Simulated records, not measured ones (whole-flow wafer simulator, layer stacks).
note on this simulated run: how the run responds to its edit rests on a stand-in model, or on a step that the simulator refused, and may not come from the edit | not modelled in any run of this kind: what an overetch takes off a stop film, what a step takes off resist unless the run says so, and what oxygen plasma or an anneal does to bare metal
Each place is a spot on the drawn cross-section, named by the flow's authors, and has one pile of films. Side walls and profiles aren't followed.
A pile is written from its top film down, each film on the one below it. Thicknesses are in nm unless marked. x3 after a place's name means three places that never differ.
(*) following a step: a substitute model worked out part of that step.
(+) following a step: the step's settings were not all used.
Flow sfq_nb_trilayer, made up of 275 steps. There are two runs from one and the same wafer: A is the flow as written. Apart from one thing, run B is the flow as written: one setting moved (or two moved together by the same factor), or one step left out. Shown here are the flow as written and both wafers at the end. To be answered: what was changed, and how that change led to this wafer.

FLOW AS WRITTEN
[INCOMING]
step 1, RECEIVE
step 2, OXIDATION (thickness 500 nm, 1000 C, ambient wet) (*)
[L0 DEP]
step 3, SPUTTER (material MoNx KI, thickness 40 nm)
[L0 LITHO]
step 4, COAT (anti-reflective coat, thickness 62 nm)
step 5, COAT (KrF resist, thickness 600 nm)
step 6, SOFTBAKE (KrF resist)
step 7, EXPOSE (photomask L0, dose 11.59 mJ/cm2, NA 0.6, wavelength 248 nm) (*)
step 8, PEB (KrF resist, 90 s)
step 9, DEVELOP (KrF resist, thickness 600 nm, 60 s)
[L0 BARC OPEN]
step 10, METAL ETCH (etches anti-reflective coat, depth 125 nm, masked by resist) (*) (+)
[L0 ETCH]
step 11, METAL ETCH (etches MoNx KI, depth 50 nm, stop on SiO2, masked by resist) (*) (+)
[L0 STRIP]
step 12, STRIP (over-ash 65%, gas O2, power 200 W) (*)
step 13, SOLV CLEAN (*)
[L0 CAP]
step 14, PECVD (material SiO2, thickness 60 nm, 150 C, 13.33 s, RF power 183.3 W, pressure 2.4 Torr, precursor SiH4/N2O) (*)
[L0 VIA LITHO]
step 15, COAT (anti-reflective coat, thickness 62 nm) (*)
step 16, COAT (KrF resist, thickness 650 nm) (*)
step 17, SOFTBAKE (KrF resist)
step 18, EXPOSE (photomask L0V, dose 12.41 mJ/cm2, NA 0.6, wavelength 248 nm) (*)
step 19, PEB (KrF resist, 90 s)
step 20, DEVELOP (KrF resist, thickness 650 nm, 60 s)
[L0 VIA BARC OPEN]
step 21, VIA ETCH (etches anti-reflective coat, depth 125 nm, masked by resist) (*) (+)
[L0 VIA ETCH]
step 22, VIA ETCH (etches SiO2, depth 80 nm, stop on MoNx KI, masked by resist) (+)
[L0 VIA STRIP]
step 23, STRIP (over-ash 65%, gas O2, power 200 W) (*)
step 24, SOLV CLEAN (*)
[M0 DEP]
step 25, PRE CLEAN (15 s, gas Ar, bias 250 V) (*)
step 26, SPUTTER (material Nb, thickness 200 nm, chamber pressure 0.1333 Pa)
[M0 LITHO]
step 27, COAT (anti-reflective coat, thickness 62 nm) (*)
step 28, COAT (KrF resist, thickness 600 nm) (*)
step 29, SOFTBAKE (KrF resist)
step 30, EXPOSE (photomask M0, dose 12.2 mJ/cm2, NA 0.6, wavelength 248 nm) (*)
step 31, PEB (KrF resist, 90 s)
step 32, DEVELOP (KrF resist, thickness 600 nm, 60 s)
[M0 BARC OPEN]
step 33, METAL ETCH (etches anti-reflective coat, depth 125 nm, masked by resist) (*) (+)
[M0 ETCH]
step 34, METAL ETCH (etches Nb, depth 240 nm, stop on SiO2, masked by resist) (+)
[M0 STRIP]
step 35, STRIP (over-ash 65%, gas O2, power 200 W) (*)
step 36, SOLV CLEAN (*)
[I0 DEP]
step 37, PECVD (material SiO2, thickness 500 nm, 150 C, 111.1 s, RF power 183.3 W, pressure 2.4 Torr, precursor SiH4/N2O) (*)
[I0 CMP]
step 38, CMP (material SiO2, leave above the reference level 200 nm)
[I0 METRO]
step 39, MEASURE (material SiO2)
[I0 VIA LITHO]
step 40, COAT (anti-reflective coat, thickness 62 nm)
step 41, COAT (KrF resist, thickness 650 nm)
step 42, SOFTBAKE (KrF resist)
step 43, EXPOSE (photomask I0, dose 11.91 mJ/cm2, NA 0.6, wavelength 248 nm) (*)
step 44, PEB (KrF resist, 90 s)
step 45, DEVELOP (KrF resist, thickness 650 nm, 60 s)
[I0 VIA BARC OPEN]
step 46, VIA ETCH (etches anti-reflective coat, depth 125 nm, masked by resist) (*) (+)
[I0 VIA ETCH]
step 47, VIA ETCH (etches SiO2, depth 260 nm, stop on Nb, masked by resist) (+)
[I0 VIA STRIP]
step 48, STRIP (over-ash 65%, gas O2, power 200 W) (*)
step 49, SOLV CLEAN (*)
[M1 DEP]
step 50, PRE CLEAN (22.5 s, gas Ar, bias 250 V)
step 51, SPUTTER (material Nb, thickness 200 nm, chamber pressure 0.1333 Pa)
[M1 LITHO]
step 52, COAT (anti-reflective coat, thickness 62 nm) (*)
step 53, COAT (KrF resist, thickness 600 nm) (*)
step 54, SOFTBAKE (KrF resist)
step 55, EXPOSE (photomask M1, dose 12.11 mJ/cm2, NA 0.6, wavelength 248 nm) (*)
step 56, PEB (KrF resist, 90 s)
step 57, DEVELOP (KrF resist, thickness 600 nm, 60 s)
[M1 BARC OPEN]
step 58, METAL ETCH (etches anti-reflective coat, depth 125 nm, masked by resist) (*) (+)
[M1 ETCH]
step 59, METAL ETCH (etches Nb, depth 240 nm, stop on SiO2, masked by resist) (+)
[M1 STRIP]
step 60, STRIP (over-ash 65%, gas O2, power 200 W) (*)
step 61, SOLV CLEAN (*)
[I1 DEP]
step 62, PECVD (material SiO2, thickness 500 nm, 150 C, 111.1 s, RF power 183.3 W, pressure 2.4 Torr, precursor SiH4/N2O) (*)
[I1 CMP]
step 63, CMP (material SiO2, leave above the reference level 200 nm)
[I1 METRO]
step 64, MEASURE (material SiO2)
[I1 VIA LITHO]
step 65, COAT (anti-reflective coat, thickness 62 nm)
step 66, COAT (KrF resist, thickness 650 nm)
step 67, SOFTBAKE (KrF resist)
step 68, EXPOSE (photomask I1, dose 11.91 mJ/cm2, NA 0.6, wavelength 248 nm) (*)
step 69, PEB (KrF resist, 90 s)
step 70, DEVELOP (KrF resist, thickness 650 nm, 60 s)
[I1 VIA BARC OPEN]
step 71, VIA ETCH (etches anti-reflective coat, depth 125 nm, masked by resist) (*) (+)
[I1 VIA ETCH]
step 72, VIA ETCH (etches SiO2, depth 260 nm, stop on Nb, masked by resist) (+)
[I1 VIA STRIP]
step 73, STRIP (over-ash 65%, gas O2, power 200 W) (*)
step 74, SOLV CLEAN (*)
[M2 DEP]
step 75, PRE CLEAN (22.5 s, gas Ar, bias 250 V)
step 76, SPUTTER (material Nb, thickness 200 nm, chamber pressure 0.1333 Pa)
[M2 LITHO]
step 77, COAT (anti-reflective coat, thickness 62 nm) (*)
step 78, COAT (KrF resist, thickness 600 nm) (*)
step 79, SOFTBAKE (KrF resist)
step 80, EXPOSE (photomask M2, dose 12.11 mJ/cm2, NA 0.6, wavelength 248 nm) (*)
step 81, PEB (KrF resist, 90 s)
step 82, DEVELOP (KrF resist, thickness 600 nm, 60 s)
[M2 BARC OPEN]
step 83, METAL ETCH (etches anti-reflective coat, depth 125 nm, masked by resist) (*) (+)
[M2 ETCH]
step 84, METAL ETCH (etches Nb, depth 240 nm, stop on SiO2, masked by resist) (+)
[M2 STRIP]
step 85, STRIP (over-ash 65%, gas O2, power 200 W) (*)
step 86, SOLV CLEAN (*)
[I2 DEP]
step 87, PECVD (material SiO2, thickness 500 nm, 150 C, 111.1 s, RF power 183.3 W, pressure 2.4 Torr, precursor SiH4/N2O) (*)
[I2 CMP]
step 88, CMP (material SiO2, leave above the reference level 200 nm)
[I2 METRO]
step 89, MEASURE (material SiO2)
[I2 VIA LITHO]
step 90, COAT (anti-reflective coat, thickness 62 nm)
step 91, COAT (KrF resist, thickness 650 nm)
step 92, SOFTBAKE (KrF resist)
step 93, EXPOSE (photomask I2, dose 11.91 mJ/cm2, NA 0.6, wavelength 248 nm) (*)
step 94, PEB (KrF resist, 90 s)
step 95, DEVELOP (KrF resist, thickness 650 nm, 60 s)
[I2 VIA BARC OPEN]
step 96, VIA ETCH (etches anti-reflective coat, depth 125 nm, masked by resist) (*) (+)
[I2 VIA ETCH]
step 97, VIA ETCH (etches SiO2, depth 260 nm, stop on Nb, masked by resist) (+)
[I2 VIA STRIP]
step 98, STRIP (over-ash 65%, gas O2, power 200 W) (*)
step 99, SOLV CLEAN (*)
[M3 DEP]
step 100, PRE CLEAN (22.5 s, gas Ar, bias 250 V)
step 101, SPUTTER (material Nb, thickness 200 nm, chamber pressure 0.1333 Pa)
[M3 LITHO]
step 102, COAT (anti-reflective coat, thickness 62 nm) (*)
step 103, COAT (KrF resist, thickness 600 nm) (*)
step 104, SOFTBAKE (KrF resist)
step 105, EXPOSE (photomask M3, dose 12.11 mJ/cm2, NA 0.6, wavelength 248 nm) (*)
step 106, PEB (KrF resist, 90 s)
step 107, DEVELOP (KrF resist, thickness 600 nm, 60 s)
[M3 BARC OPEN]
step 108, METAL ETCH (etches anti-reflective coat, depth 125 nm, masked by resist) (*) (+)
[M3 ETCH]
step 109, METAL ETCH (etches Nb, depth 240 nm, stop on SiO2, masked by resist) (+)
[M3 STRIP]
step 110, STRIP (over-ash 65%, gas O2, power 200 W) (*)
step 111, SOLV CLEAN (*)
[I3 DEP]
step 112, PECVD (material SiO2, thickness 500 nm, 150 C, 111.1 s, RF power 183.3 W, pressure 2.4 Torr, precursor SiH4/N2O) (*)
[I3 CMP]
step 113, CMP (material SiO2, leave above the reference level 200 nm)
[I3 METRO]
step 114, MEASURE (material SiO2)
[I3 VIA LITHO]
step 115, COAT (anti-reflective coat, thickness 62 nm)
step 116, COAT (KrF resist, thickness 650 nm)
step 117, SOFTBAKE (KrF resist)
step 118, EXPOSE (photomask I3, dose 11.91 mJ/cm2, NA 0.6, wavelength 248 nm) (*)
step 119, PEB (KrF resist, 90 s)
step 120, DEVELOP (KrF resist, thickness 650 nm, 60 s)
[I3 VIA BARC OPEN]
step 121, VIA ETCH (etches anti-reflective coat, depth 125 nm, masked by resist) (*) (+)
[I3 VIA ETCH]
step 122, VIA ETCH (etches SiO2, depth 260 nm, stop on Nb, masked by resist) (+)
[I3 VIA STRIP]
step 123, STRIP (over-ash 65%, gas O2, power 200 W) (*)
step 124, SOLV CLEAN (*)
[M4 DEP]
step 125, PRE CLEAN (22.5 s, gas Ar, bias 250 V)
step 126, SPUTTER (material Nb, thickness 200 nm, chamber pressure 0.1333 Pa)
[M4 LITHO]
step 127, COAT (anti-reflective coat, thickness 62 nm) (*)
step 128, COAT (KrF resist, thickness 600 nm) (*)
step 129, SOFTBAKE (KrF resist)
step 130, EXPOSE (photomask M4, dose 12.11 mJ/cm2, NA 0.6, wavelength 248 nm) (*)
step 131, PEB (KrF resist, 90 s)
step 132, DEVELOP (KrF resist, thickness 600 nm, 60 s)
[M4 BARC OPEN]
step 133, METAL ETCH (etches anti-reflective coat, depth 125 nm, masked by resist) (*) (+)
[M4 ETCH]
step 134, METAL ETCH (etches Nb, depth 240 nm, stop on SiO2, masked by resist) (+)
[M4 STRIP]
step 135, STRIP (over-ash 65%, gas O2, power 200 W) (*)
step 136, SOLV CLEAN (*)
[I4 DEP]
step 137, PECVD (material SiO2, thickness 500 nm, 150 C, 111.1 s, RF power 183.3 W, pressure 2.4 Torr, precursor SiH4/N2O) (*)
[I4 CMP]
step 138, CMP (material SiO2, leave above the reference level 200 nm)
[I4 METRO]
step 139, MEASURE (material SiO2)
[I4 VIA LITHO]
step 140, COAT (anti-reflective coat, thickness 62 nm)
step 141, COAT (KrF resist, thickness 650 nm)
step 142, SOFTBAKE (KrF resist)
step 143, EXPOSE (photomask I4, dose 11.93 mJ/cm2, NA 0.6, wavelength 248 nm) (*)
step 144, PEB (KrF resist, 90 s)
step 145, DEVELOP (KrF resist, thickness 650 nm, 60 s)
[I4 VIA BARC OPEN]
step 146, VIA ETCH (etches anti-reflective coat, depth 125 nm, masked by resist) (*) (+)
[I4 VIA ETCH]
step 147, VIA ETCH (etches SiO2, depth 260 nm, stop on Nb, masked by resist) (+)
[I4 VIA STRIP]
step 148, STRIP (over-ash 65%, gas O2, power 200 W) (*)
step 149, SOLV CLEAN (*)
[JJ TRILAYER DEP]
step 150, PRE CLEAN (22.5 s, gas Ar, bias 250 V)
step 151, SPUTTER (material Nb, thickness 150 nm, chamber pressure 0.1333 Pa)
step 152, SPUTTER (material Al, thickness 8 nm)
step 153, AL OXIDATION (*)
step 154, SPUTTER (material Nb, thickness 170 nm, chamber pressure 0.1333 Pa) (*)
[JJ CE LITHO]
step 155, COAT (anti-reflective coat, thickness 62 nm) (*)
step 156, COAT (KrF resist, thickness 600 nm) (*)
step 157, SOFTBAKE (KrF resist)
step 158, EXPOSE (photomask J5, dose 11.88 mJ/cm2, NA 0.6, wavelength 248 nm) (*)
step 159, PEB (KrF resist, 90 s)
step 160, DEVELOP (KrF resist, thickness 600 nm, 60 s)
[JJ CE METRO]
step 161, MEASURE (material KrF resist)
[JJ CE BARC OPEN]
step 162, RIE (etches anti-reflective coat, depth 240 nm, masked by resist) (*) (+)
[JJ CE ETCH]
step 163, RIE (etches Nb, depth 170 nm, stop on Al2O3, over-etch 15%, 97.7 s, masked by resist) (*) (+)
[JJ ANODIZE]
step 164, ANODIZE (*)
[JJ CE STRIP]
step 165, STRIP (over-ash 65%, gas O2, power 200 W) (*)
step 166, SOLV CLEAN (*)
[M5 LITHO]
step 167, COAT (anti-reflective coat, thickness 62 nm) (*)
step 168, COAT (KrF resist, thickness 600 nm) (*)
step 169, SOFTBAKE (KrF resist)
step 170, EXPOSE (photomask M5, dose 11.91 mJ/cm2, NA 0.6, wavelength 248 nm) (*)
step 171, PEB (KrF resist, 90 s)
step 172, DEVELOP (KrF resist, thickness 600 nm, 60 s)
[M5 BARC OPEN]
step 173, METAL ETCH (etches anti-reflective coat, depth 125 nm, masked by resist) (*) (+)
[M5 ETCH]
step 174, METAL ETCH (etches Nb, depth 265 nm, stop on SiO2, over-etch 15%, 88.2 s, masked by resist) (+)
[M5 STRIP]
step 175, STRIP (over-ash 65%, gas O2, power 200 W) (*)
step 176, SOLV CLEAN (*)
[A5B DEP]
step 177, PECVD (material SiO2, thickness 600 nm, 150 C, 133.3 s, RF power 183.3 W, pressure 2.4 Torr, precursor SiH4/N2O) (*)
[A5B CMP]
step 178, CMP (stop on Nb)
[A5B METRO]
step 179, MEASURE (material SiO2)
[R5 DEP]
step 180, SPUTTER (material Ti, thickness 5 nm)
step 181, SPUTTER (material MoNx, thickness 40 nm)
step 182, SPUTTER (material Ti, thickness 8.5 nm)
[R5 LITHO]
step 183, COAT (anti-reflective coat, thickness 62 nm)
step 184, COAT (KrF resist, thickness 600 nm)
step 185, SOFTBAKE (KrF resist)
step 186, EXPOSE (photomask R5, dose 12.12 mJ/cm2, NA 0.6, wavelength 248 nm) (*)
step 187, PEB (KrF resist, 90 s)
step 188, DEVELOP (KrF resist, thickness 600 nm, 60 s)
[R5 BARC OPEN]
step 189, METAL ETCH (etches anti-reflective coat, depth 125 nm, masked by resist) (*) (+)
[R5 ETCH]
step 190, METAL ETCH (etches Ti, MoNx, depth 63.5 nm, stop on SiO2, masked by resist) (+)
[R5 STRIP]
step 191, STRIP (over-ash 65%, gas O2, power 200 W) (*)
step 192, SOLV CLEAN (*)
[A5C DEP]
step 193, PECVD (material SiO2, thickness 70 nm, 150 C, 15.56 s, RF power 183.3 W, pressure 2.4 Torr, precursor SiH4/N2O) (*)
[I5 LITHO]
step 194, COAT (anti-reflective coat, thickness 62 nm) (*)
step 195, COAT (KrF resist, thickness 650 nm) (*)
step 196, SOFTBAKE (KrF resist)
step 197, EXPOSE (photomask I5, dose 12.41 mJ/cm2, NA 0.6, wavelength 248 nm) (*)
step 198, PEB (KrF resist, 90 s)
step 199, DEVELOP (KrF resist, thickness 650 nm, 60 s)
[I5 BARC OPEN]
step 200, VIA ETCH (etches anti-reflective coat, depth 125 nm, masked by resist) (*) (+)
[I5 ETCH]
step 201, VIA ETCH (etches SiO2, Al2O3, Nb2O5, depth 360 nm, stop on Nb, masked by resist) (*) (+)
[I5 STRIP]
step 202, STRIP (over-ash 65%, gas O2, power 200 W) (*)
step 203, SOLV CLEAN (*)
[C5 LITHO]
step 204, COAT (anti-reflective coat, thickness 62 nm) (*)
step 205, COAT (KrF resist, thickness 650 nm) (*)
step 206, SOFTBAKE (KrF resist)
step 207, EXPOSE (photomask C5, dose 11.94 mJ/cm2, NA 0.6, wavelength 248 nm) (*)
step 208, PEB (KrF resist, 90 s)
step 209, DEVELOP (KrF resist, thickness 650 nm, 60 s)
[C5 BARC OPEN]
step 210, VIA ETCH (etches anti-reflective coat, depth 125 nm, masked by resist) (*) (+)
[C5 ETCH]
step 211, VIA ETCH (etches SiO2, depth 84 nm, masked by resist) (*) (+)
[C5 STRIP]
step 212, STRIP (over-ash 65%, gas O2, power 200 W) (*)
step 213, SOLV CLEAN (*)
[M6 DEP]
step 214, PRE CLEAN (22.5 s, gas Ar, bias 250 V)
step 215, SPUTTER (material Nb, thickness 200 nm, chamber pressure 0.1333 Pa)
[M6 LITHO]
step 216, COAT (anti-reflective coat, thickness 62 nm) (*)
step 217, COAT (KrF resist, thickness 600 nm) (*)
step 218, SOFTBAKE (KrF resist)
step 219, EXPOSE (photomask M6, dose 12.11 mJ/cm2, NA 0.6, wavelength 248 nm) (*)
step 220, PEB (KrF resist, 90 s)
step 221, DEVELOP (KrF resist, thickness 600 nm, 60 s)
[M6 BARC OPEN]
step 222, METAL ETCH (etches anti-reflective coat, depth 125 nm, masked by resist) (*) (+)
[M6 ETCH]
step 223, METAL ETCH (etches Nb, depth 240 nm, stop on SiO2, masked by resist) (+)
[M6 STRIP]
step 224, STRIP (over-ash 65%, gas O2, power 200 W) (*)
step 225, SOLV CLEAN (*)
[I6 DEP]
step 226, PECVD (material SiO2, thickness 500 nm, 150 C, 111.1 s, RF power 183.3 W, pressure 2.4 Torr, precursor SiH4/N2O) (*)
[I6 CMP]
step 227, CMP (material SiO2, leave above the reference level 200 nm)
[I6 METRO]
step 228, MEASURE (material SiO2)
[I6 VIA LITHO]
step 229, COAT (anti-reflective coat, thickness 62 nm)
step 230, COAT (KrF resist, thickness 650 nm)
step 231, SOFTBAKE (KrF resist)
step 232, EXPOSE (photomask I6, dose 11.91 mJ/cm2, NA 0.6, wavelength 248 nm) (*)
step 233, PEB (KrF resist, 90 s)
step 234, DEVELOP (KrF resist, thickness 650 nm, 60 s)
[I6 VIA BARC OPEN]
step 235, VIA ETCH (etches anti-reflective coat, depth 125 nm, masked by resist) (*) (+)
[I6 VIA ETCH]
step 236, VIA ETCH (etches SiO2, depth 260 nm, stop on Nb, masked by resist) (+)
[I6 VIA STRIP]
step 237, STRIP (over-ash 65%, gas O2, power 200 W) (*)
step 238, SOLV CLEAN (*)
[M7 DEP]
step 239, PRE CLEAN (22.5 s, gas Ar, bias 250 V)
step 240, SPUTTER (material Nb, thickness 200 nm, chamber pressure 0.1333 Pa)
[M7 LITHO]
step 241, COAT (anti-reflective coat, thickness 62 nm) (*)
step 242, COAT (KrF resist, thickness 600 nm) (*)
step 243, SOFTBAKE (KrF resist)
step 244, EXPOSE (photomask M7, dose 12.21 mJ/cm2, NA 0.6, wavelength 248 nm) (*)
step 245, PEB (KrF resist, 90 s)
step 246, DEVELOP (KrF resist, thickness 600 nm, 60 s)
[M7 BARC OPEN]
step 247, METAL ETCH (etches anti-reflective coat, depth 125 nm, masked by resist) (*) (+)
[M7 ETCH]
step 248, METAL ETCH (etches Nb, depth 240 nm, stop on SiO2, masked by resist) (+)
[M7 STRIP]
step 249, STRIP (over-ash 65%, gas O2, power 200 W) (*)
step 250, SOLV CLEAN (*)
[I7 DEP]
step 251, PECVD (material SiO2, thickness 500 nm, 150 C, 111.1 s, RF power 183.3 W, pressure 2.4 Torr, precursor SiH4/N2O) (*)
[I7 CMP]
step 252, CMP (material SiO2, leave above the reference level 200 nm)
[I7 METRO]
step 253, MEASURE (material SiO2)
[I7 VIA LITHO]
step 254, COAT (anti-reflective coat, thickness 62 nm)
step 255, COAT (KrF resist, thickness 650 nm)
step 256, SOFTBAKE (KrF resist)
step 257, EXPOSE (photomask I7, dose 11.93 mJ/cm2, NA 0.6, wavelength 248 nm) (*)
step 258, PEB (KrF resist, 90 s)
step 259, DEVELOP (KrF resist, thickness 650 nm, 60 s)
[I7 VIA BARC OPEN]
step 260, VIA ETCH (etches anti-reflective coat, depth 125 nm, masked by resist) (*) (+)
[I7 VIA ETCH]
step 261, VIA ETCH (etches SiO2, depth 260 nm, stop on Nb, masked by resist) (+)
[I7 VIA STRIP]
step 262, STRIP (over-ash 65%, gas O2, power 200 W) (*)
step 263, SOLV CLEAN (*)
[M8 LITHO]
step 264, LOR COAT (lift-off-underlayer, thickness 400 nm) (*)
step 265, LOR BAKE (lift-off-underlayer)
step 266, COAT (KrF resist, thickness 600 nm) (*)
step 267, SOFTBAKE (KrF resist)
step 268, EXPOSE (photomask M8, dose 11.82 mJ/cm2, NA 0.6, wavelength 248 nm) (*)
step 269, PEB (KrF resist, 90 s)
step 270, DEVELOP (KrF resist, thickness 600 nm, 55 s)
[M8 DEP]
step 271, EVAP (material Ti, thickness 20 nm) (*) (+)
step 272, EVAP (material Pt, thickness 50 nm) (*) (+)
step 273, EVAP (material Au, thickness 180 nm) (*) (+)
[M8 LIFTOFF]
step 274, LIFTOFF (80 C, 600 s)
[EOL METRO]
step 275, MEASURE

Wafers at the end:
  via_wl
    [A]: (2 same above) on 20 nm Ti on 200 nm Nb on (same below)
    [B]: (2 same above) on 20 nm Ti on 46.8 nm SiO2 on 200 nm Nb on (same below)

What caused this: step 261, VIA ETCH: depth 153 nm was run, whereas the flow has depth 260 nm.

The path from the change to this, step by step:
  step 261, VIA ETCH (etches SiO2, depth 260 nm, stop on Nb, masked by resist) (+)
      via_wl, via_w, via_wr: A SiO2 loses 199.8 (all of it) | B SiO2 loses 153
      field_l, v_sur, via_sp and 100 more: A KrF resist loses 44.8 | B KrF resist loses 26.4
  step 262, STRIP (over-ash 65%, gas O2, power 200 W) (*)
      field_l, v_sur, via_sp and 100 more: A KrF resist loses 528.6 (all of it), anti-reflective coat loses 62 (all of it) | B KrF resist loses 547.1 (all of it), anti-reflective coat loses 62 (all of it)
  step 264, LOR COAT (lift-off-underlayer, thickness 400 nm) (*)
      via_wl, via_wr: A lift-off-underlayer gains 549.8 (new film) | B lift-off-underlayer gains 514.7 (new film)
      via_w: A lift-off-underlayer gains 536.4 (new film) | B lift-off-underlayer gains 504.5 (new film)
  step 270, DEVELOP (KrF resist, thickness 600 nm, 55 s)
      via_wl: A KrF resist loses 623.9 (all of it), lift-off-underlayer loses 549.8 (all of it) | B KrF resist loses 618 (all of it), lift-off-underlayer loses 514.7 (all of it)
      via_w: A KrF resist loses 635.4 (all of it), lift-off-underlayer loses 536.4 (all of it) | B KrF resist loses 626.9 (all of it), lift-off-underlayer loses 504.5 (all of it)
      (also at 1 further place)
Taking metal films that touch as one body, via_wl has 8 bodies (between them, from the top down: SiO2 46.8; SiO2 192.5; SiO2 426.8 / Al2O3 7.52 / Nb2O5 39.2; SiO2 192.5; SiO2 192.5; SiO2 192.5; SiO2 192.5); the flow as written gives 7 bodies (between them, from the top down: SiO2 192.5; SiO2 426.8 / Al2O3 7.52 / Nb2O5 39.2; SiO2 192.5; SiO2 192.5; SiO2 192.5; SiO2 192.5).
